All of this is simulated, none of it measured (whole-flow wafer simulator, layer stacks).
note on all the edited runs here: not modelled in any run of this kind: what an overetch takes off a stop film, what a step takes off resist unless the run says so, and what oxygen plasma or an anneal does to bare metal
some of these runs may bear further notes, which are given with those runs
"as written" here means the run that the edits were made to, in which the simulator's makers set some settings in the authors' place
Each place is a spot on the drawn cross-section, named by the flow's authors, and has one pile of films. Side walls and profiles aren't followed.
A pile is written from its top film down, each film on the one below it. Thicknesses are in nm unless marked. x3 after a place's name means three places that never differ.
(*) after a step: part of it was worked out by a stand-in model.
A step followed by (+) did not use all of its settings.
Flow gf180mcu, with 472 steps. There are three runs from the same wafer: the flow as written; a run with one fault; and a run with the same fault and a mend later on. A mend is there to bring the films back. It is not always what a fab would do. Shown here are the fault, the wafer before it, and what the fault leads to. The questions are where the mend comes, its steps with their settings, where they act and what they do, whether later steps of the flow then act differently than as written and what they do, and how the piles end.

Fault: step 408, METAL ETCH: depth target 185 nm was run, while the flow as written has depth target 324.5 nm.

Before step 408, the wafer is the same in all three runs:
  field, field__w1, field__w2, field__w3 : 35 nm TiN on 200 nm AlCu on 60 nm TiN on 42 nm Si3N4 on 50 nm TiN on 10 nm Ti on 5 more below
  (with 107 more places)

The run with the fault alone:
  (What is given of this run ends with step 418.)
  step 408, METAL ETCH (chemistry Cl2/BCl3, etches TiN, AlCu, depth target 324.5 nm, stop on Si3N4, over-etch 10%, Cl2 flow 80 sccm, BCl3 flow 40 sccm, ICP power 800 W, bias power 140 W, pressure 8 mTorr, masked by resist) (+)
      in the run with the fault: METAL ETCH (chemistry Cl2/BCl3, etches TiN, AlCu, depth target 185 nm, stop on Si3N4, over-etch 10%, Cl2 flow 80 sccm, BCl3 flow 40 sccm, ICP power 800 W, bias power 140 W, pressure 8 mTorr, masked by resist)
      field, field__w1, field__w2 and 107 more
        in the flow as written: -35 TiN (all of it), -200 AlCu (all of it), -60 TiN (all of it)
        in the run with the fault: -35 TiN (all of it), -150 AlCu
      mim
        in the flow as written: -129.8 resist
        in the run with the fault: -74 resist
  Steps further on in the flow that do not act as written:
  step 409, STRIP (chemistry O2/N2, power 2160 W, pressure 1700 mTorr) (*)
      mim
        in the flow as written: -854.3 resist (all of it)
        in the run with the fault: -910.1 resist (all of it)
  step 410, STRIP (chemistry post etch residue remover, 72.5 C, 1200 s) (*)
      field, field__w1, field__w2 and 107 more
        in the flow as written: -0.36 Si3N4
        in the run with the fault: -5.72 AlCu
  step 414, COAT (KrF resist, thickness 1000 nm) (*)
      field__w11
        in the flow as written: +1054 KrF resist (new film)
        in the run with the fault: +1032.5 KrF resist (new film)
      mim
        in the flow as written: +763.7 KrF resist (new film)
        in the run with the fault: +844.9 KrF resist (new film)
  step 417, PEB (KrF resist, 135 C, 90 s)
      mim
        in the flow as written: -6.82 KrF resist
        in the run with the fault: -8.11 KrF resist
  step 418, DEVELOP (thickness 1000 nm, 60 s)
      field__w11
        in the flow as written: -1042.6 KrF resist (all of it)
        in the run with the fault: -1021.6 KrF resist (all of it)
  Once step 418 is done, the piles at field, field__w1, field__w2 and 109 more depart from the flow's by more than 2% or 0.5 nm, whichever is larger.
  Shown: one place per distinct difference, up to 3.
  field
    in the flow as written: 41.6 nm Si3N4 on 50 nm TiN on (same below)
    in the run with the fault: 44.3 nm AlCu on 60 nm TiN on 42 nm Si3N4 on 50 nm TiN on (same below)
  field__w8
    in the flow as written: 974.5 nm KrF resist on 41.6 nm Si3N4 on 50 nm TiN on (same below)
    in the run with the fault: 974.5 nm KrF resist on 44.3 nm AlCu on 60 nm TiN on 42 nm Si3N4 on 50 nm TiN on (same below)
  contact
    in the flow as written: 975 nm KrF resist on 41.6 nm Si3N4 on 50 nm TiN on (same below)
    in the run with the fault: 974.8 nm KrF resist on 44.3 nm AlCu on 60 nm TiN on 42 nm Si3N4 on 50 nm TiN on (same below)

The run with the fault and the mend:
  The mend stands after step 408.
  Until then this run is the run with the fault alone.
  step 408a, METAL ETCH (chemistry Cl2/BCl3, etches TiN, AlCu, depth target 139.5 nm, stop on Si3N4, over-etch 10%, Cl2 flow 80 sccm, BCl3 flow 40 sccm, ICP power 800 W, bias power 140 W, pressure 8 mTorr, masked by resist) (+) (the flow's step 408, run once more with other settings)
      field, field__w1, field__w2 and 107 more
        -50 AlCu (all of it), -60 TiN (all of it)
      mim
        -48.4 resist
  None of the later steps of the flow differs from how it acts as written, at any place that is followed, by more than 2% or 0.5 nm, whichever is larger.
  By the end, the piles equal the flow's at every place that both follow.
